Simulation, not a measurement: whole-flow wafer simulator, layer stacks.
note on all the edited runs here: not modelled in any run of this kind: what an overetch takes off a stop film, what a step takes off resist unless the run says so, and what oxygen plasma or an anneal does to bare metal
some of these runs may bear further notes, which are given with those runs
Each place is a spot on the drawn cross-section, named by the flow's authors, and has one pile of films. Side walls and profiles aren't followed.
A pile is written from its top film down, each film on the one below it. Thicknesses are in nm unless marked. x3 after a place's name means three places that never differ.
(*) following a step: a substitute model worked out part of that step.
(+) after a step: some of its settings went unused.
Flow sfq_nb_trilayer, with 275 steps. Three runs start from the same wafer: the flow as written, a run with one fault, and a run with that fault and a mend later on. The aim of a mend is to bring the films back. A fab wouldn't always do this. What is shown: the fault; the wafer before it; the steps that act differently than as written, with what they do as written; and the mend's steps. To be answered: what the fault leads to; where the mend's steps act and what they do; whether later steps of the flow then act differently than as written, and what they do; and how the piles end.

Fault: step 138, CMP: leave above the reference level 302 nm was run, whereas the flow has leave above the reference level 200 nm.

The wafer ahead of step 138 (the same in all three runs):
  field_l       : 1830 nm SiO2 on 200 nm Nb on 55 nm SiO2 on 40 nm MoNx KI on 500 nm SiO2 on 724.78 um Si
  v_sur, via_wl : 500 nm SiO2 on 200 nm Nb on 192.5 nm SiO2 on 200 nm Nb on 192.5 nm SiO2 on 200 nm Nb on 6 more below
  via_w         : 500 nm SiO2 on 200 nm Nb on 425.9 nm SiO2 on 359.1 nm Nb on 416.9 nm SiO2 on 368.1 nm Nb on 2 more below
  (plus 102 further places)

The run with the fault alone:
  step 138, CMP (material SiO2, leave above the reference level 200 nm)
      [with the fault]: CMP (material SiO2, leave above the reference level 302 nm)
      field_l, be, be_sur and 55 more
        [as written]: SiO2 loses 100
        [with the fault]: nothing
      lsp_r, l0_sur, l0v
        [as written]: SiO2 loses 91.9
        [with the fault]: nothing
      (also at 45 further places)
  Steps further on in the flow that do not act as written (21 other steps are not shown; they differ only slightly, by no more than 2% or 0.5 nm, whichever is larger):
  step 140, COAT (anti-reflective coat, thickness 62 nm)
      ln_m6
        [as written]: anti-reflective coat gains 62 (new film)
        [with the fault]: anti-reflective coat gains 60.6 (new film)
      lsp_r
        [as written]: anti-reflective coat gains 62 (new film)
        [with the fault]: anti-reflective coat gains 63.9 (new film)
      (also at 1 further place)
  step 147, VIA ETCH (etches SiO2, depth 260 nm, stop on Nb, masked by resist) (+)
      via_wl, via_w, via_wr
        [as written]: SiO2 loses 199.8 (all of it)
        [with the fault]: SiO2 loses 260
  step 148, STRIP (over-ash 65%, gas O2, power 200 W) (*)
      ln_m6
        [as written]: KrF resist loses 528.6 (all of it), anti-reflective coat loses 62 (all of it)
        [with the fault]: KrF resist loses 527.2 (all of it), anti-reflective coat loses 60.6 (all of it)
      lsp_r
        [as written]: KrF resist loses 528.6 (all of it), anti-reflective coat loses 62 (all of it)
        [with the fault]: KrF resist loses 532.5 (all of it), anti-reflective coat loses 63.9 (all of it)
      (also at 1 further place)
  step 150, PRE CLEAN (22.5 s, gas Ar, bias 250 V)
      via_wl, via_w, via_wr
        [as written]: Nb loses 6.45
        [with the fault]: SiO2 loses 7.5
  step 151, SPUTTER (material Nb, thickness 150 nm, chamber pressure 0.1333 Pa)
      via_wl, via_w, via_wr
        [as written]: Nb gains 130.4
        [with the fault]: Nb gains 123.3 (new film)
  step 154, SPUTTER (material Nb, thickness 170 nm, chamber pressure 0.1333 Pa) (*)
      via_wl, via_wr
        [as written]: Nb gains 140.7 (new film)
        [with the fault]: Nb gains 103.1 (new film)
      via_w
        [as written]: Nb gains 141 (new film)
        [with the fault]: Nb gains 136 (new film)
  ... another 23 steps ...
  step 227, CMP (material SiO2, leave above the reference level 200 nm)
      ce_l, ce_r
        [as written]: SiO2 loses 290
        [with the fault]: SiO2 loses 300
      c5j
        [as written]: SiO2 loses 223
        [with the fault]: SiO2 loses 233
  By the end, the piles at field_l, v_sur, via_wl and 103 more depart from the flow's by more than 2% or 0.5 nm, whichever is larger.
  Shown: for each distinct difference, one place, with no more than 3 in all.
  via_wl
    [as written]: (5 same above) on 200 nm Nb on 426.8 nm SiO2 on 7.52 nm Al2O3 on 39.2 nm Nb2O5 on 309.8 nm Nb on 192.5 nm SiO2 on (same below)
    [with the fault]: (5 same above) on 200 nm Nb on 469.8 nm SiO2 on 52.6 nm Nb2O5 on 0.96 nm Al2O3 on 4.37 nm Al on 123.3 nm Nb on 34.3 nm SiO2 on 200 nm Nb on 192.5 nm SiO2 on (same below)
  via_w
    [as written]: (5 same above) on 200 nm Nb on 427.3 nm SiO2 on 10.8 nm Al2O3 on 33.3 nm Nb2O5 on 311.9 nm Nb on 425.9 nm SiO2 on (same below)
    [with the fault]: (5 same above) on 200 nm Nb on 495.5 nm SiO2 on 10.1 nm Al2O3 on 34.7 nm Nb2O5 on 110.8 nm Nb on 34.3 nm SiO2 on 200 nm Nb on 425.9 nm SiO2 on (same below)
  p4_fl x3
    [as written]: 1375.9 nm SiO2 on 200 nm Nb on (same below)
    [with the fault]: 1477.9 nm SiO2 on 200 nm Nb on (same below)

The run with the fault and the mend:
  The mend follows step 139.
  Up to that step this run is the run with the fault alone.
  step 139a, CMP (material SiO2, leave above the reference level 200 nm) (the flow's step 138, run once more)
      field_l, be, be_sur and 55 more
        SiO2 loses 100
      v_sur, via_wl, via_w and 42 more
        SiO2 loses 102
      lsp_r, l0_sur, l0v
        SiO2 loses 91.9
  None of the later steps of the flow acts differently than as written at any place that is followed.
  By the end, the piles equal the flow's at every place that both follow.
